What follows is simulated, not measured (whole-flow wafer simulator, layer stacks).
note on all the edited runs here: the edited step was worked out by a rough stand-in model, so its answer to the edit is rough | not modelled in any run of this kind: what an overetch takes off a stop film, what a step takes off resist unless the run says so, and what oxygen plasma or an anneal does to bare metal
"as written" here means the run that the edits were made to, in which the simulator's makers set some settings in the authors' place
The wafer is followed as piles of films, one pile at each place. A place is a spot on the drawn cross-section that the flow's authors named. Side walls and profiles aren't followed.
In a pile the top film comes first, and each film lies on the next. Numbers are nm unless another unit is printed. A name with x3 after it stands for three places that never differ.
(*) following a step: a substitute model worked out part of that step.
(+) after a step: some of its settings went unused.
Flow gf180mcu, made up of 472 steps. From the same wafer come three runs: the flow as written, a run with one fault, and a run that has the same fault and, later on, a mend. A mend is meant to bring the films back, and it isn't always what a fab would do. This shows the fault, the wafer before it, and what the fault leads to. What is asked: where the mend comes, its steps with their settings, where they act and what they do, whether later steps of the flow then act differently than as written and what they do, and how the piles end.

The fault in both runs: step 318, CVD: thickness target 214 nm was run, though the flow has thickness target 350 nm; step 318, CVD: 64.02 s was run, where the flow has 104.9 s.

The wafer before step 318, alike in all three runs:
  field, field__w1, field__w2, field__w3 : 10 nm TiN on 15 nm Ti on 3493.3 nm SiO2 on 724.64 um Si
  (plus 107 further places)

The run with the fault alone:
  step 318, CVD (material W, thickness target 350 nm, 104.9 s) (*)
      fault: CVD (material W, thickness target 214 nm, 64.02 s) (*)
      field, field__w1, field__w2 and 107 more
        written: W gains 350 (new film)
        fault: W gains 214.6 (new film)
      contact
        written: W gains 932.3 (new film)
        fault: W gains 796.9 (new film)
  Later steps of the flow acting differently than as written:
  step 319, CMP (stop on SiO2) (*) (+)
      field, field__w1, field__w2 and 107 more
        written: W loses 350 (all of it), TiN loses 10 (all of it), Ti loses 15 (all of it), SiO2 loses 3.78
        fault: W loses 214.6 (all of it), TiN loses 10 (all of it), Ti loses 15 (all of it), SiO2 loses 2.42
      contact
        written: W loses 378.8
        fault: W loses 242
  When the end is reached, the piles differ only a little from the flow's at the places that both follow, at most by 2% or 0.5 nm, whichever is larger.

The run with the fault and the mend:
  The mend follows step 318.
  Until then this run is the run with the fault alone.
  step 318a, CVD (material W, thickness target 136 nm, 40.78 s) (a further turn of the flow's step 318, with different settings)
      field, field__w1, field__w2 and 108 more
        W gains 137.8
  Every later step of the flow that is run acts as written, at every place that is followed, to within 2% or 0.5 nm, whichever is larger.
  When the end is reached, the piles differ only a little from the flow's at the places that both follow, at most by 2% or 0.5 nm, whichever is larger.
